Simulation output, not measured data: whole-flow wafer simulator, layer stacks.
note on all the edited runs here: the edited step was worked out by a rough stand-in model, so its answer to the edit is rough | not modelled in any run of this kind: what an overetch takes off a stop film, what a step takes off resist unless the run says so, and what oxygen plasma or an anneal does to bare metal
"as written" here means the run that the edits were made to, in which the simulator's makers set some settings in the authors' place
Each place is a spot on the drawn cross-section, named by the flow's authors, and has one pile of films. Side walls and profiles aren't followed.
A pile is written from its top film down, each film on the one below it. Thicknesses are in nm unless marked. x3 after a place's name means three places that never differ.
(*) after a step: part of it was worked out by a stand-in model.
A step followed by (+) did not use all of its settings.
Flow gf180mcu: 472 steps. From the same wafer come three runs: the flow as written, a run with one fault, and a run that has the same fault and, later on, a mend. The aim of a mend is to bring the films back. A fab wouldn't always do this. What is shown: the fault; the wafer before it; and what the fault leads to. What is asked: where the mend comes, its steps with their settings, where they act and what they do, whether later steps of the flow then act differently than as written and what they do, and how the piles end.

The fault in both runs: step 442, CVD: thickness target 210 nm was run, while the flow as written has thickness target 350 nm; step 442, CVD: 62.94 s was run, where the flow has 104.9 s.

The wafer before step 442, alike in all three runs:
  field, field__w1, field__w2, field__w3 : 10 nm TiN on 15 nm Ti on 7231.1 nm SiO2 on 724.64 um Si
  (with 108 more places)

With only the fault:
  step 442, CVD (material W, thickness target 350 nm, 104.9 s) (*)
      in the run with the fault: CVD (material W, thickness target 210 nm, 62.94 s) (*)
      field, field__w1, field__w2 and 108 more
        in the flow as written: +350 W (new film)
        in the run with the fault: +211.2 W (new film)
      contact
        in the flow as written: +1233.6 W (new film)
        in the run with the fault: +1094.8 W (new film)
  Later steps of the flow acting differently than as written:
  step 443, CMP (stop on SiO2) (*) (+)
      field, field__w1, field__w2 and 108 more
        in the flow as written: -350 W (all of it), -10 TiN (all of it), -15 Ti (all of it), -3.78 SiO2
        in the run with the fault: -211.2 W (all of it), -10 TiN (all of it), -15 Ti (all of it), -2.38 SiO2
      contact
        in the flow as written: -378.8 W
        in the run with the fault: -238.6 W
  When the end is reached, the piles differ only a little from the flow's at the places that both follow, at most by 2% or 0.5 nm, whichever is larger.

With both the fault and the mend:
  The mend stands after step 442.
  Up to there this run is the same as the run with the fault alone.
  step 442a, CVD (material W, thickness target 140 nm, 41.96 s) (the flow's step 442 again, with other settings)
      field, field__w1, field__w2 and 109 more
        +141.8 W
  None of the later steps of the flow differs from how it acts as written, at any place that is followed, by more than 2% or 0.5 nm, whichever is larger.
  When the end is reached, the piles differ only a little from the flow's at the places that both follow, at most by 2% or 0.5 nm, whichever is larger.
